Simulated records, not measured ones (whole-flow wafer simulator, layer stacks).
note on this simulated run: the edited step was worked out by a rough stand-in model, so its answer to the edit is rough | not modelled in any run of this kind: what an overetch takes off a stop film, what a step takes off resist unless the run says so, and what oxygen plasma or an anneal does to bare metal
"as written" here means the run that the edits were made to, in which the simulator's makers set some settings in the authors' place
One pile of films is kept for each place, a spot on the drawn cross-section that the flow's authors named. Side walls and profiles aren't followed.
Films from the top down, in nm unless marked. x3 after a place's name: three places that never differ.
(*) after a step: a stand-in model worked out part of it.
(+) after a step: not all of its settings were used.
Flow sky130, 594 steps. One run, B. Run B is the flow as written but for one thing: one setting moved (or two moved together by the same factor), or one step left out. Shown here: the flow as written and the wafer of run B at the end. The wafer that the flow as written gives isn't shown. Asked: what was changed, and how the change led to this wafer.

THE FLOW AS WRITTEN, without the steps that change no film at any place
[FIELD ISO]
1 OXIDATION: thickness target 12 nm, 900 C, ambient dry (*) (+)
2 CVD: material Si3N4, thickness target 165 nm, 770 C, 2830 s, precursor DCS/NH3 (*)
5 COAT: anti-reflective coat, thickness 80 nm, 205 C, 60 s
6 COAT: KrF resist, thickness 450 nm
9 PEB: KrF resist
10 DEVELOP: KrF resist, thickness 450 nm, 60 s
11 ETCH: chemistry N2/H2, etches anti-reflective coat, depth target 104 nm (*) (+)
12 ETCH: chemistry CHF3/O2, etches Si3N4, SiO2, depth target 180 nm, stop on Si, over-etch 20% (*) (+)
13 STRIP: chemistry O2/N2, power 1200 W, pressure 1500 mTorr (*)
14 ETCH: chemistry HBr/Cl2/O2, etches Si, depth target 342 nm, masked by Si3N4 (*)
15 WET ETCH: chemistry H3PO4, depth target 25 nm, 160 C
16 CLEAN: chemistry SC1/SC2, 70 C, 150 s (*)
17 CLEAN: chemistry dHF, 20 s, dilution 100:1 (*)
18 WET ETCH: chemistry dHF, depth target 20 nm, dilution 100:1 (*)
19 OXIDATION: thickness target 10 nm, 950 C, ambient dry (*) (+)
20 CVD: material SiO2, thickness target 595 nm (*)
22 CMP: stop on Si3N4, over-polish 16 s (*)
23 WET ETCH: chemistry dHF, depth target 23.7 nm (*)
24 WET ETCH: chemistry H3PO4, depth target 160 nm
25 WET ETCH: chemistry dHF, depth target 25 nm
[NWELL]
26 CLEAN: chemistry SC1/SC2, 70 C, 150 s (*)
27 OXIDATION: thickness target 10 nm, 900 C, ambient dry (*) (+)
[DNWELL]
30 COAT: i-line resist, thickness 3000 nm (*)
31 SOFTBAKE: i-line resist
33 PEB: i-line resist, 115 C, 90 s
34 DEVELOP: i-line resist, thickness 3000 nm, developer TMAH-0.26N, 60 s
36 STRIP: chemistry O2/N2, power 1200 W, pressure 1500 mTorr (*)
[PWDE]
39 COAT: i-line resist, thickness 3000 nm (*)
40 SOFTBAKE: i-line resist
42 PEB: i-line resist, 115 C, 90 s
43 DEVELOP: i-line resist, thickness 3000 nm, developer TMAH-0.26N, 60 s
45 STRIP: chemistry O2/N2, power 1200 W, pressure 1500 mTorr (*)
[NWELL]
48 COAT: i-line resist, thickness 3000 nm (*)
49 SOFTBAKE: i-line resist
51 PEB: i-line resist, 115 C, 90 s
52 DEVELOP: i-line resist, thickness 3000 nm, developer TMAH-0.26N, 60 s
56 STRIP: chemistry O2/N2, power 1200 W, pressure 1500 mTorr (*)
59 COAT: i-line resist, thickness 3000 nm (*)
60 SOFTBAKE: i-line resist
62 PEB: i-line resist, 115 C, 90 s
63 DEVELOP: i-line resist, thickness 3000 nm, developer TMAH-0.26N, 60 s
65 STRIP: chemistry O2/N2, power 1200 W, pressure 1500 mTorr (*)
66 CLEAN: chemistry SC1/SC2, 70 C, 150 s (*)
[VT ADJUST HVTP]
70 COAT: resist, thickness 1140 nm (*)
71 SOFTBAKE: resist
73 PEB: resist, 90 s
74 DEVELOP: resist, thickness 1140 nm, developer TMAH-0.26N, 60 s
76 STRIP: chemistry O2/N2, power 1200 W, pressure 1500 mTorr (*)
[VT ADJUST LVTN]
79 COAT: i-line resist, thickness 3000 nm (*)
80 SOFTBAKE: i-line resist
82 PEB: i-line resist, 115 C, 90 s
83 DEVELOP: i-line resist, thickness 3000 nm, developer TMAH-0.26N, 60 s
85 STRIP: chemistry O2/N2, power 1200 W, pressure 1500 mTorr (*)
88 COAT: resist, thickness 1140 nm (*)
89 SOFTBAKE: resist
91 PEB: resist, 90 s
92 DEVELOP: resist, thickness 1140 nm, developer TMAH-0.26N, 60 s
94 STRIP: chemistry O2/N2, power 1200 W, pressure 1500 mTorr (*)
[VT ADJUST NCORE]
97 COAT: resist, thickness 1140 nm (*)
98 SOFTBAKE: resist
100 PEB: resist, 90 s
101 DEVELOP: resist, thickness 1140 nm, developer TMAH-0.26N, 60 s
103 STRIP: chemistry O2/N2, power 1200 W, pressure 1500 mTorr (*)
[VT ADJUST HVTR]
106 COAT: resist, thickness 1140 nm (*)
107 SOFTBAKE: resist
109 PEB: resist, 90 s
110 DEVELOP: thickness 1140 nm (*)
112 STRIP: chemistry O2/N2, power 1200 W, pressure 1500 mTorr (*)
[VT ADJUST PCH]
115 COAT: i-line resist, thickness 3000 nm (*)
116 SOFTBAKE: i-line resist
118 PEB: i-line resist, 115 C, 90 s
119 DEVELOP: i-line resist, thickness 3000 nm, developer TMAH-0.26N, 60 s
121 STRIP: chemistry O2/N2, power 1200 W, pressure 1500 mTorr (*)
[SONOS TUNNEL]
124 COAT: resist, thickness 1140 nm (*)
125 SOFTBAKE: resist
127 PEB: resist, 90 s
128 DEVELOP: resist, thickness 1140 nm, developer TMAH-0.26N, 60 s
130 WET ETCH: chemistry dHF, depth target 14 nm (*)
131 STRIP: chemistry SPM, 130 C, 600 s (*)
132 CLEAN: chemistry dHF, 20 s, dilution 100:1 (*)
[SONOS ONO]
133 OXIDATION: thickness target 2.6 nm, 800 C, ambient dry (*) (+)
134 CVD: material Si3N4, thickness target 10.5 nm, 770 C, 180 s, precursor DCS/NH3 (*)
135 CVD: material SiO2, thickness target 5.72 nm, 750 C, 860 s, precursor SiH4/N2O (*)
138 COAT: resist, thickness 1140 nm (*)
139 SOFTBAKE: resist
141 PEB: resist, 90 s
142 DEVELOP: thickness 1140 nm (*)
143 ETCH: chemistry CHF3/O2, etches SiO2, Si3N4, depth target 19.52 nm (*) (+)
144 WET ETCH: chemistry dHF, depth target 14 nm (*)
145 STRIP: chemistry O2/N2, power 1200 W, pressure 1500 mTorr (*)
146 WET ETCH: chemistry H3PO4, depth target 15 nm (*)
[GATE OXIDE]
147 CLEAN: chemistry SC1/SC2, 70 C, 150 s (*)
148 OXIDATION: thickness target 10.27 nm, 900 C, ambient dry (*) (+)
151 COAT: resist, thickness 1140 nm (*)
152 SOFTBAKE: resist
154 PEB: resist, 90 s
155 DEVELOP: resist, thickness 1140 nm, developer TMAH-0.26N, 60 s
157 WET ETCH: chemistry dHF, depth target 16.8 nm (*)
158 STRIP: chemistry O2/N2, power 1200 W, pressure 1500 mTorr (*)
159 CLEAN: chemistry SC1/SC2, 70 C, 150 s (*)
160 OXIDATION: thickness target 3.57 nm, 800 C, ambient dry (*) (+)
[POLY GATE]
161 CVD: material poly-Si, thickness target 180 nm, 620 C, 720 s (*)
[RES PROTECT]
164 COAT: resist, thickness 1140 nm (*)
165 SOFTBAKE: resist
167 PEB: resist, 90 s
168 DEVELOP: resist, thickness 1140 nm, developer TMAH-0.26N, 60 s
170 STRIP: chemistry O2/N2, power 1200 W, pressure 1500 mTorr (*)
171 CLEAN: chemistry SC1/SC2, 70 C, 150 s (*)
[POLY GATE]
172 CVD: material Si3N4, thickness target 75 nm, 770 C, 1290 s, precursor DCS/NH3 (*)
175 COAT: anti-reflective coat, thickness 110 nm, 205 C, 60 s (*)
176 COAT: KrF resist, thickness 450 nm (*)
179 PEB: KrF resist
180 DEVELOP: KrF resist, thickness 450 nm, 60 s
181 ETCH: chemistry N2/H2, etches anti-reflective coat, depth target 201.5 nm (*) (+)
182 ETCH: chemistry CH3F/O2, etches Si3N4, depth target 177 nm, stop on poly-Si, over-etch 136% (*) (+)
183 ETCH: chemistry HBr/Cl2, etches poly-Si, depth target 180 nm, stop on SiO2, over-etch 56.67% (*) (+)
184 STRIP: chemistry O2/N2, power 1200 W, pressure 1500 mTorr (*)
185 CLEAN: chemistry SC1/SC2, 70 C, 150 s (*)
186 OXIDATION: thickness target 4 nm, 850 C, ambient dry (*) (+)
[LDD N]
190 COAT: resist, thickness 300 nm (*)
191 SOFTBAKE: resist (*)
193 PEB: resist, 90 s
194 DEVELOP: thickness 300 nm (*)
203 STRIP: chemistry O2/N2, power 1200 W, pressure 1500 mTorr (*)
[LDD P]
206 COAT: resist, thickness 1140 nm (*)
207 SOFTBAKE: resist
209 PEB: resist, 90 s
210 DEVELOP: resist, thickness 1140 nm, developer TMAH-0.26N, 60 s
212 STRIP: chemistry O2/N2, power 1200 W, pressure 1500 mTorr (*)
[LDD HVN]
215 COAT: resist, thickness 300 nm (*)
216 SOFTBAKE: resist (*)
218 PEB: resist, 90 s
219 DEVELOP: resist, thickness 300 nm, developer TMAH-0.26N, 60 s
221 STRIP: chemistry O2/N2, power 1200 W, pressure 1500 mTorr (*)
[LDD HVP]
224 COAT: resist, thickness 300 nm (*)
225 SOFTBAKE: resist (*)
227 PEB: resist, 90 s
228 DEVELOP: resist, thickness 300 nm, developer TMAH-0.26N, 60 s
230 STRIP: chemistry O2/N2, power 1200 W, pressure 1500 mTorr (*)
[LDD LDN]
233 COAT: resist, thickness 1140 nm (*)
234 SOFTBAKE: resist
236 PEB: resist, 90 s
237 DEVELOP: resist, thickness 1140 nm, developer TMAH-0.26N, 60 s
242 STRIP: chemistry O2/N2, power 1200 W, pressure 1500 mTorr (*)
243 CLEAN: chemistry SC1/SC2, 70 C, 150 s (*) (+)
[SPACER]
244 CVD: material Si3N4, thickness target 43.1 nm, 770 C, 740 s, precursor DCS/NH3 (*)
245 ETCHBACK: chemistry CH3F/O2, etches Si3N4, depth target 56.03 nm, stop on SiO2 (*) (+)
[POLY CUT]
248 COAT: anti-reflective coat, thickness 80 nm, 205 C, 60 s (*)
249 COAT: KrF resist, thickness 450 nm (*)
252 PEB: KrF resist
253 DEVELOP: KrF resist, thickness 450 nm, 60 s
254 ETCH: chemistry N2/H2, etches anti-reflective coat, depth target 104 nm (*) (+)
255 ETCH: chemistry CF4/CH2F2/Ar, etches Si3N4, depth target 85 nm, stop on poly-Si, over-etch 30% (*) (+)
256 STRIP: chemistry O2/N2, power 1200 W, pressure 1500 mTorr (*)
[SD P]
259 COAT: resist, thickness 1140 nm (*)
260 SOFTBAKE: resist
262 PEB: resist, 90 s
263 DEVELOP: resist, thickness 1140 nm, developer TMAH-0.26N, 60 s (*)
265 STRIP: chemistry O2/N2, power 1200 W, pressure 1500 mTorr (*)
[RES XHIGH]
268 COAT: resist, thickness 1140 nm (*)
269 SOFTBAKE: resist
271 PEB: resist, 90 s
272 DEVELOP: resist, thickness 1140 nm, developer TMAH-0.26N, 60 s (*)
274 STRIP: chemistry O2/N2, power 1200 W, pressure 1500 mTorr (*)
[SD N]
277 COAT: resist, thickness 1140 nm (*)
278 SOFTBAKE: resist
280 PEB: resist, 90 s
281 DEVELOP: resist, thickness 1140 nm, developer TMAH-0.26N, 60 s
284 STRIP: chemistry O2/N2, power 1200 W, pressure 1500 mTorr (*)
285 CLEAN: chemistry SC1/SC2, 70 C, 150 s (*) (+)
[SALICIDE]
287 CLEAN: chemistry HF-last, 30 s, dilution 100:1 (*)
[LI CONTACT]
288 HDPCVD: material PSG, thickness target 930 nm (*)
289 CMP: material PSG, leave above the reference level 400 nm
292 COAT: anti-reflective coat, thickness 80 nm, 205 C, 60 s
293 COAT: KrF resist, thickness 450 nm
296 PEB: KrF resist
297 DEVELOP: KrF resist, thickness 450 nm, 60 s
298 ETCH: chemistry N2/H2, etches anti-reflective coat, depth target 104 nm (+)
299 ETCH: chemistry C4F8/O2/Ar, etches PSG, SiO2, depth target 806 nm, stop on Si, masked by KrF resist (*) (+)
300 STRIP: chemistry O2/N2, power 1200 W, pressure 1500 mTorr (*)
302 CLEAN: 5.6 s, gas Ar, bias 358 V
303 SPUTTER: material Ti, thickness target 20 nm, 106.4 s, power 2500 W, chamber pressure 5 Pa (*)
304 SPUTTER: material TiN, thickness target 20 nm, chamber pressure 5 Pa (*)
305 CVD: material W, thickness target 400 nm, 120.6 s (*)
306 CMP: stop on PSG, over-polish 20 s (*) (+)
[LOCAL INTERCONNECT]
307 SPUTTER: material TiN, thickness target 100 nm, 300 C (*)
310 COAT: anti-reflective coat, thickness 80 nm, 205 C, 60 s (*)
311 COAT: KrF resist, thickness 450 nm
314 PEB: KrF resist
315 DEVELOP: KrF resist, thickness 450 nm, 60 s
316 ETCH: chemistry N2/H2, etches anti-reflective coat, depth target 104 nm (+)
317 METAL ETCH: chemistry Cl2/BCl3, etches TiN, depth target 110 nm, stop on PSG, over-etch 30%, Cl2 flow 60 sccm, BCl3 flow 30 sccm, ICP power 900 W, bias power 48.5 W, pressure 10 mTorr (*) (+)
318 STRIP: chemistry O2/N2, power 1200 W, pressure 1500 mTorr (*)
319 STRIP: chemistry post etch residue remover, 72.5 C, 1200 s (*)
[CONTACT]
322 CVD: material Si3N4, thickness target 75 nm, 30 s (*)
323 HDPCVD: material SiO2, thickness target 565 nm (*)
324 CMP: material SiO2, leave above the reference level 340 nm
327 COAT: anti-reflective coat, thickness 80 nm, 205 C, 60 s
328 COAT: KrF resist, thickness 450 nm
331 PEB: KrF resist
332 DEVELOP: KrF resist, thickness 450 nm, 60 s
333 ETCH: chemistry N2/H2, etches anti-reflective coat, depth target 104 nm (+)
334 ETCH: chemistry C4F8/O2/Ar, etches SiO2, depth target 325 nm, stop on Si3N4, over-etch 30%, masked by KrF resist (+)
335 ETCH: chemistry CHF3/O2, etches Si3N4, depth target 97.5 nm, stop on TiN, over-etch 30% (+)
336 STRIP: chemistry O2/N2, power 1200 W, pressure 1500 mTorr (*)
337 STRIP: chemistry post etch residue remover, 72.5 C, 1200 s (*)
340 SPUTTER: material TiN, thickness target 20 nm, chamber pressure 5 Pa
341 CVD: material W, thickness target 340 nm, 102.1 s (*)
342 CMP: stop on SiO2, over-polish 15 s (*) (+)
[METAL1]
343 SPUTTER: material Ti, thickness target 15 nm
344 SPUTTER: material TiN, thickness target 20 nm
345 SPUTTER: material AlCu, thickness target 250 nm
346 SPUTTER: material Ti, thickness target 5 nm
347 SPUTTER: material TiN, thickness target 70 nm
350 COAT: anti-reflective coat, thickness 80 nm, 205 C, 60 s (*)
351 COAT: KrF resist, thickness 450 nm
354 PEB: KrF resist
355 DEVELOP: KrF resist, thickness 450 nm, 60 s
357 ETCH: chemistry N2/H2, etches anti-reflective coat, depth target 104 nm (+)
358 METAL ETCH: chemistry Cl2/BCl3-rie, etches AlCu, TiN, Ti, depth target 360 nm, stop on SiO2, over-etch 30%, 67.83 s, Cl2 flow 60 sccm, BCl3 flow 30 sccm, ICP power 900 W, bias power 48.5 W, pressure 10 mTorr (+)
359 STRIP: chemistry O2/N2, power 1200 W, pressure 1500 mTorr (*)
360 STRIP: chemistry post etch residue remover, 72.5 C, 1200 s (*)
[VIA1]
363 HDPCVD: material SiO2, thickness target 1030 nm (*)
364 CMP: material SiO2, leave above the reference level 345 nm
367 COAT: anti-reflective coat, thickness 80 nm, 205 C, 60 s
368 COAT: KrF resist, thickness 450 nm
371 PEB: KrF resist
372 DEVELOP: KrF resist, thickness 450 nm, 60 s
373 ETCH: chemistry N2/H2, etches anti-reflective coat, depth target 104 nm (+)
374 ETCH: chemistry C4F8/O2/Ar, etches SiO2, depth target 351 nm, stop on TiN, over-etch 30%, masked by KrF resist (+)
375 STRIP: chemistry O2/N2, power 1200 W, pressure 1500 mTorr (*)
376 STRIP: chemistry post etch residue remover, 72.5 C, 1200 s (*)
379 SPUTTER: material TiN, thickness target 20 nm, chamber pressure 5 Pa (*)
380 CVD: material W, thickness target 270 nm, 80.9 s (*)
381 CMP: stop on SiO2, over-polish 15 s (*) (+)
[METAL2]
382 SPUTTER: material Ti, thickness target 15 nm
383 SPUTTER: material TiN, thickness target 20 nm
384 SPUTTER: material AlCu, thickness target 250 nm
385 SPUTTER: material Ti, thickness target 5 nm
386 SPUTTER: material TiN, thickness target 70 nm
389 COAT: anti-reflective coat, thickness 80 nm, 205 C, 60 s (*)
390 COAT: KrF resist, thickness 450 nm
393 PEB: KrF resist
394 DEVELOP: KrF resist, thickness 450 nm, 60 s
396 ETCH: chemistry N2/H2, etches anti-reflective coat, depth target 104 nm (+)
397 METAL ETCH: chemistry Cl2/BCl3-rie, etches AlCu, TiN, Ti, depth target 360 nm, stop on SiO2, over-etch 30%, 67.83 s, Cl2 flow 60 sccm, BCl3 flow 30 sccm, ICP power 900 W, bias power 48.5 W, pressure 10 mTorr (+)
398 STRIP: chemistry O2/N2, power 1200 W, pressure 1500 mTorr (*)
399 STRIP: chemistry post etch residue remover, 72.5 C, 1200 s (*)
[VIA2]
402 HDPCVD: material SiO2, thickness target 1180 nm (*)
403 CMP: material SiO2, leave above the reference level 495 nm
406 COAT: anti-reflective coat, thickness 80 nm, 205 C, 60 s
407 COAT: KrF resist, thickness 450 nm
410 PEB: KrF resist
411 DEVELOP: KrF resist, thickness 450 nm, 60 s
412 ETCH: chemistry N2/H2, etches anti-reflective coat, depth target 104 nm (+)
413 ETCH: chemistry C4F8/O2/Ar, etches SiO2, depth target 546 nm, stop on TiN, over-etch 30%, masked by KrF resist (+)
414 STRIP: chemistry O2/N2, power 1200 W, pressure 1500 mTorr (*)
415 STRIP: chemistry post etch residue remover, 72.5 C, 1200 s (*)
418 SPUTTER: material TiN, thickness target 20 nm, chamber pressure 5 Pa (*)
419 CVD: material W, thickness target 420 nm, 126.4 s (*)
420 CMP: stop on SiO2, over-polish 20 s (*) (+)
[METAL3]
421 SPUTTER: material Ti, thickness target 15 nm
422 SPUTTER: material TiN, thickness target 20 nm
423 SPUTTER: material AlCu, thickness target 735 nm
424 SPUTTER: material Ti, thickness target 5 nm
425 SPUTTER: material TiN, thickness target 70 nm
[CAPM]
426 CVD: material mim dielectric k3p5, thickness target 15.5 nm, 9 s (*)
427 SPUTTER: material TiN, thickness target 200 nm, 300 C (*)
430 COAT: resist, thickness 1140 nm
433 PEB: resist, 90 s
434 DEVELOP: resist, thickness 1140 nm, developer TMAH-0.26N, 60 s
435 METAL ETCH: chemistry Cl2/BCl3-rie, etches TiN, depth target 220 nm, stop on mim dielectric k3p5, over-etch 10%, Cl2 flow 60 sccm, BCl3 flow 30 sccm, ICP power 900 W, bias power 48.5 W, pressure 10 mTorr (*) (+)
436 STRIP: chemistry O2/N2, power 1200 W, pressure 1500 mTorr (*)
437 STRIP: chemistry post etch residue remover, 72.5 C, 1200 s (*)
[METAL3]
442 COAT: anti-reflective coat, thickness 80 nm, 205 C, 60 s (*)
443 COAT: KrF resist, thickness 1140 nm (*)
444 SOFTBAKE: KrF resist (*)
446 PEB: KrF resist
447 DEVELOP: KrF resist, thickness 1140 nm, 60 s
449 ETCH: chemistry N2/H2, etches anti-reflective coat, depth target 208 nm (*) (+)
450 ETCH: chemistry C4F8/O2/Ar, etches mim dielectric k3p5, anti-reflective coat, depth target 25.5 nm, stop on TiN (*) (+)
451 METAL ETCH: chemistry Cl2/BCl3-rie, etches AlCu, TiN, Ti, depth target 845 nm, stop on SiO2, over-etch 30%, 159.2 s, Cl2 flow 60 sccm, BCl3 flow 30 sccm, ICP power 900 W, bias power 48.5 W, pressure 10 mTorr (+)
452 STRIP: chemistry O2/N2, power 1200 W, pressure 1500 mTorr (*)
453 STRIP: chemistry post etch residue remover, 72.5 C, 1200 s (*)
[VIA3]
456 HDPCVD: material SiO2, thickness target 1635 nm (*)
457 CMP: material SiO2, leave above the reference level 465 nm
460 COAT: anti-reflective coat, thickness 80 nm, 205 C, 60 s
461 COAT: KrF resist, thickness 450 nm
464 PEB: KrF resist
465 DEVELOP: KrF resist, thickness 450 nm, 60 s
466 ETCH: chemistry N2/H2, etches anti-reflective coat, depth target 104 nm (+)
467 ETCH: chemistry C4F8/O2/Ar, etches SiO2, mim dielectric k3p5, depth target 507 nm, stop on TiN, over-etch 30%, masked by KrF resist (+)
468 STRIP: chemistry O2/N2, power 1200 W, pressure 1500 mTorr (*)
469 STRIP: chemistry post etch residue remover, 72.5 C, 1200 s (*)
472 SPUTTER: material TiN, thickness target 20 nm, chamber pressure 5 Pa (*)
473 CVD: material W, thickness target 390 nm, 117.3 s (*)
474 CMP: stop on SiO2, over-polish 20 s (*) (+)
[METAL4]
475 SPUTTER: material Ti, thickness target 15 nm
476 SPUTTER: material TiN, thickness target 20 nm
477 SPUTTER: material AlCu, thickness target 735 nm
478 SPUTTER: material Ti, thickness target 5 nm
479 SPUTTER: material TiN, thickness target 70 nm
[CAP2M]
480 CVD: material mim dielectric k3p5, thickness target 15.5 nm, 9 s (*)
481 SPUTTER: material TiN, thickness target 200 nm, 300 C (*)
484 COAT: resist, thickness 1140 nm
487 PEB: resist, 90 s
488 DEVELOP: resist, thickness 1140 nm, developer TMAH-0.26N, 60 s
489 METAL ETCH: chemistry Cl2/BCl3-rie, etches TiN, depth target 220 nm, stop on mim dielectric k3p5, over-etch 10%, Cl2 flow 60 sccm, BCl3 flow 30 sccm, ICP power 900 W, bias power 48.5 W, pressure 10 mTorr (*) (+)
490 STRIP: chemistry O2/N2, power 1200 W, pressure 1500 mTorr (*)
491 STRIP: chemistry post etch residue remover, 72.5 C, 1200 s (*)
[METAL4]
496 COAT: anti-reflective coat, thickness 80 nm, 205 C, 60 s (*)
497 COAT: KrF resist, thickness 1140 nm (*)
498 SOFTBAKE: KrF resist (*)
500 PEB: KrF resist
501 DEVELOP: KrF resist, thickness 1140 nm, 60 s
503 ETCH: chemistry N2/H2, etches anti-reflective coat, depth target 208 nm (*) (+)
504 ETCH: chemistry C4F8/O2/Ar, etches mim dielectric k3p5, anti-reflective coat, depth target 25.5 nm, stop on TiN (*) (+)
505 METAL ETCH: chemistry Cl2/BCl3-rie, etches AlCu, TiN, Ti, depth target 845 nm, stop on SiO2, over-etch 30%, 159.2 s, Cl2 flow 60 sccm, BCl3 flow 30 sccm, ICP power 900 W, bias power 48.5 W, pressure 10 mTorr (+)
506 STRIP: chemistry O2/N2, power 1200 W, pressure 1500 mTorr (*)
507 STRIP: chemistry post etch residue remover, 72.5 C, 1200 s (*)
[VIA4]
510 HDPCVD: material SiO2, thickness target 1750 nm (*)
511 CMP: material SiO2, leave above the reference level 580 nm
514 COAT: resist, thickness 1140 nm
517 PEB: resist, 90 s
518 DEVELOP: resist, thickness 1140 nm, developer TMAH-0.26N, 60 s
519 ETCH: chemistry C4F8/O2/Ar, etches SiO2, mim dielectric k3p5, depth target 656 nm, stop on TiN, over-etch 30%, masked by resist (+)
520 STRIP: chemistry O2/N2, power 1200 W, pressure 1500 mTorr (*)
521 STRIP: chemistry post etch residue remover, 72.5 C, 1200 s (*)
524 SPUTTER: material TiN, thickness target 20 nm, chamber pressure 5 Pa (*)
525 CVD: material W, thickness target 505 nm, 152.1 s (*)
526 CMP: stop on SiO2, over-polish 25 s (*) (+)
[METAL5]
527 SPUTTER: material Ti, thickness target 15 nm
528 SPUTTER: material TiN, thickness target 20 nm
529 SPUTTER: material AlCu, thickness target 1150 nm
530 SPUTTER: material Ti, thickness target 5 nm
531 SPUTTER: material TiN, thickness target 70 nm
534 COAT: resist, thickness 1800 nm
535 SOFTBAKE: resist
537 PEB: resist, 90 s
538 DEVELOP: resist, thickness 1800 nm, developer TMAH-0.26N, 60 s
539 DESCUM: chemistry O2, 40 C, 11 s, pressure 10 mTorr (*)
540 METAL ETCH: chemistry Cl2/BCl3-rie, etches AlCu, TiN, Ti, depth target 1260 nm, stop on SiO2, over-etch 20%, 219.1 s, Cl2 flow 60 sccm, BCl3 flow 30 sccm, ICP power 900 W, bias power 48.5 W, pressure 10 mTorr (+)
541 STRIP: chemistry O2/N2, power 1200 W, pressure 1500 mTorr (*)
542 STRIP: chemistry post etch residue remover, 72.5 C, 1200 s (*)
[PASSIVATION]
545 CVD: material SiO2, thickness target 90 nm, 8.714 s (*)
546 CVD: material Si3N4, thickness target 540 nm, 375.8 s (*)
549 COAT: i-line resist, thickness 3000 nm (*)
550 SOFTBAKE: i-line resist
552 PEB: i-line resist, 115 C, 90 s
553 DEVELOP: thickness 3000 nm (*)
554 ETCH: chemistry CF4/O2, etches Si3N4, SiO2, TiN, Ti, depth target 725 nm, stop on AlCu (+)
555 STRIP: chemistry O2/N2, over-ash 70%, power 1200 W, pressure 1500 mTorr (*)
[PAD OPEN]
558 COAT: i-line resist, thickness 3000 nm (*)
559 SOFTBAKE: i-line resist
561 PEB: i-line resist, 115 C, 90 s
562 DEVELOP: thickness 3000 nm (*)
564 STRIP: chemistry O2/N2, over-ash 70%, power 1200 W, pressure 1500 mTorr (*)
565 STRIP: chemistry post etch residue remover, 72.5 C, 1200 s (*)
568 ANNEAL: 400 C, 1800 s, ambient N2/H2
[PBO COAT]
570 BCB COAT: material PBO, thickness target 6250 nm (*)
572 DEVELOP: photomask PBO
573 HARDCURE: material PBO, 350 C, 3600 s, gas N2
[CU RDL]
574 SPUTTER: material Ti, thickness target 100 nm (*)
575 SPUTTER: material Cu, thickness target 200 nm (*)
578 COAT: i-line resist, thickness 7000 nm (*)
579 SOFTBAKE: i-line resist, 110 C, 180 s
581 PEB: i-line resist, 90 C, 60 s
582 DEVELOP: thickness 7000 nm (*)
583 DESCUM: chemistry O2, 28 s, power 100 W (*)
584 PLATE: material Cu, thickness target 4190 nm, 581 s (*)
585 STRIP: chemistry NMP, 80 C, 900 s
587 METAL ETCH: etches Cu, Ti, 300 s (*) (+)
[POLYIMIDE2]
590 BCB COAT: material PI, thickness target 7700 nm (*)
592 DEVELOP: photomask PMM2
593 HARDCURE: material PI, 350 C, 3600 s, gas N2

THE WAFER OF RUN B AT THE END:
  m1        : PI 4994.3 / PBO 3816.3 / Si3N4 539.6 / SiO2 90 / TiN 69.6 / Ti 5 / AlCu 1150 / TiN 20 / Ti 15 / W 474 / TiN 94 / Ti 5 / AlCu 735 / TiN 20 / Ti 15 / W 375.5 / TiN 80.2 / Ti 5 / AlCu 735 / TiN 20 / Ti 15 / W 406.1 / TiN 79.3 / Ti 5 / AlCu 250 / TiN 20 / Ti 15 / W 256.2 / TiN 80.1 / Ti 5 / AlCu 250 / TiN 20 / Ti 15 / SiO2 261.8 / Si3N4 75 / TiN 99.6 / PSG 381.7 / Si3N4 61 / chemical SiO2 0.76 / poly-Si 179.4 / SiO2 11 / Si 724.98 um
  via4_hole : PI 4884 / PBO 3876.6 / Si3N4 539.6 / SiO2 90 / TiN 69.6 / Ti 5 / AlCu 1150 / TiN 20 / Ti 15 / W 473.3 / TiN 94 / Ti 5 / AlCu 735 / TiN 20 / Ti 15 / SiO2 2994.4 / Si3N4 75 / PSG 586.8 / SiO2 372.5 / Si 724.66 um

The cause: step 524, SPUTTER: thickness target 32 nm was run, where the flow has thickness target 20 nm.

How the change led to this, step by step:
  524 SPUTTER: material TiN, thickness target 20 nm, chamber pressure 5 Pa (*)
      field, active, n_well and 188 more: TiN +32 (new film) (as written it would be: TiN +20 (new film))
      m1, via4_hole: TiN +24.4 (as written it would be: TiN +15.3)
  526 CMP: stop on SiO2, over-polish 25 s (*) (+)
      field, active, n_well and 188 more: W -505 (all of it), TiN -32 (all of it), SiO2 -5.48 (as written it would be: W -505 (all of it), TiN -20 (all of it), SiO2 -5.48)
      m1, via4_hole: W -544.7 (as written it would be: W -532.7)
